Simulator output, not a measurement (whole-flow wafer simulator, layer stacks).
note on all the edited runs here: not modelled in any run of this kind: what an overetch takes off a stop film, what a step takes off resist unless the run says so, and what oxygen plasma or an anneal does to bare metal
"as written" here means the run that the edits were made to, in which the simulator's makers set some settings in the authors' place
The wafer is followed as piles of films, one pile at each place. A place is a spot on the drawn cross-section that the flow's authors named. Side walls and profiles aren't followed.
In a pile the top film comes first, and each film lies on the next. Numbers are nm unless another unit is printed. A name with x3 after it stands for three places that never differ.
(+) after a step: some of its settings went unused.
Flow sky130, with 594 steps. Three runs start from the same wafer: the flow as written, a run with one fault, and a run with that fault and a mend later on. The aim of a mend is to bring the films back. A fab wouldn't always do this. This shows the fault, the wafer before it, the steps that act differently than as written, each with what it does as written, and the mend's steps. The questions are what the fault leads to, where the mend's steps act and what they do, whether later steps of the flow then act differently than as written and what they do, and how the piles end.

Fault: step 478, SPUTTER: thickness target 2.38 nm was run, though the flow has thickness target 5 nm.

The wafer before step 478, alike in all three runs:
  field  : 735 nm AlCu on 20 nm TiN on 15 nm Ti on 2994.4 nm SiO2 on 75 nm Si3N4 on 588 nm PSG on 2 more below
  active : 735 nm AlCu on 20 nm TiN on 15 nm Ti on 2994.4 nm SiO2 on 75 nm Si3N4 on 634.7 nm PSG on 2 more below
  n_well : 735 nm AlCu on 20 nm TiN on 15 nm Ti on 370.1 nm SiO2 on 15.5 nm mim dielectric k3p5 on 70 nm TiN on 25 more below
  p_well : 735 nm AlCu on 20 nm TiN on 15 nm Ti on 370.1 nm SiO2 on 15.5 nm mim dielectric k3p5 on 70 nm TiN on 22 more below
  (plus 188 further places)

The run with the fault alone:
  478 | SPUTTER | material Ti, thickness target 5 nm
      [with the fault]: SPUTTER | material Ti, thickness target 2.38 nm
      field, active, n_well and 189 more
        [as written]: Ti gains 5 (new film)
        [with the fault]: Ti gains 2.38 (new film)
  Later steps of the flow acting differently than as written (16 more steps, not shown, differ only slightly: by at most 2% or 0.5 nm, whichever is larger):
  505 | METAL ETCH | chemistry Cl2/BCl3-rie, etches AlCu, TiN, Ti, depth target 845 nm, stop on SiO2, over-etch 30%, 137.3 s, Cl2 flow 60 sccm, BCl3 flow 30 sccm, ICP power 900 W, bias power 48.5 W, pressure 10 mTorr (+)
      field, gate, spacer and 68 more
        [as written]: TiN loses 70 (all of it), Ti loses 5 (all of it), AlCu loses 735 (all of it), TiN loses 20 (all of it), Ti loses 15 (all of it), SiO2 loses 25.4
        [with the fault]: TiN loses 70 (all of it), Ti loses 2.38 (all of it), AlCu loses 735 (all of it), TiN loses 20 (all of it), Ti loses 15 (all of it), SiO2 loses 25.6
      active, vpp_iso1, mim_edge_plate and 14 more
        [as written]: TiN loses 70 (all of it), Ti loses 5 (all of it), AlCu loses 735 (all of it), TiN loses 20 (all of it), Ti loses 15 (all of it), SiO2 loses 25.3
        [with the fault]: TiN loses 70 (all of it), Ti loses 2.38 (all of it), AlCu loses 735 (all of it), TiN loses 20 (all of it), Ti loses 15 (all of it), SiO2 loses 25.6
  By the end, the piles at n_well, p_well, gate_hv and 102 more depart from the flow's by more than 2% or 0.5 nm, whichever is larger.
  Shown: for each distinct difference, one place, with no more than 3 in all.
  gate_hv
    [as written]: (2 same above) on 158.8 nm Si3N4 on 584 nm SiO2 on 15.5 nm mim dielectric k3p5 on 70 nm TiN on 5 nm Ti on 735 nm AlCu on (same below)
    [with the fault]: (2 same above) on 158.8 nm Si3N4 on 586.6 nm SiO2 on 15.5 nm mim dielectric k3p5 on 70 nm TiN on 2.38 nm Ti on 735 nm AlCu on (same below)
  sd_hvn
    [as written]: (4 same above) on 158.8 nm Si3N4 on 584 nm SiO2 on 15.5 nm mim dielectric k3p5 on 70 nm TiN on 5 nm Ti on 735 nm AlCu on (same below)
    [with the fault]: (4 same above) on 158.8 nm Si3N4 on 586.6 nm SiO2 on 15.5 nm mim dielectric k3p5 on 70 nm TiN on 2.38 nm Ti on 735 nm AlCu on (same below)
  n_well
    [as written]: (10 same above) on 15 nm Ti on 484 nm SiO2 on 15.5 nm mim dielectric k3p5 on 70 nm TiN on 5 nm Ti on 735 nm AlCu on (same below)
    [with the fault]: (10 same above) on 15 nm Ti on 486.6 nm SiO2 on 15.5 nm mim dielectric k3p5 on 70 nm TiN on 2.38 nm Ti on 735 nm AlCu on (same below)

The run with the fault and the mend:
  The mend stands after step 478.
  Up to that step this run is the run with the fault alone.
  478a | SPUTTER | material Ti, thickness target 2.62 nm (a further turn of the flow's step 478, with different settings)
      field, active, n_well and 189 more
        Ti gains 2.62
  Every later step of the flow that is run acts as written at every place that is followed.
  By the end, the piles equal the flow's at every place that both follow.
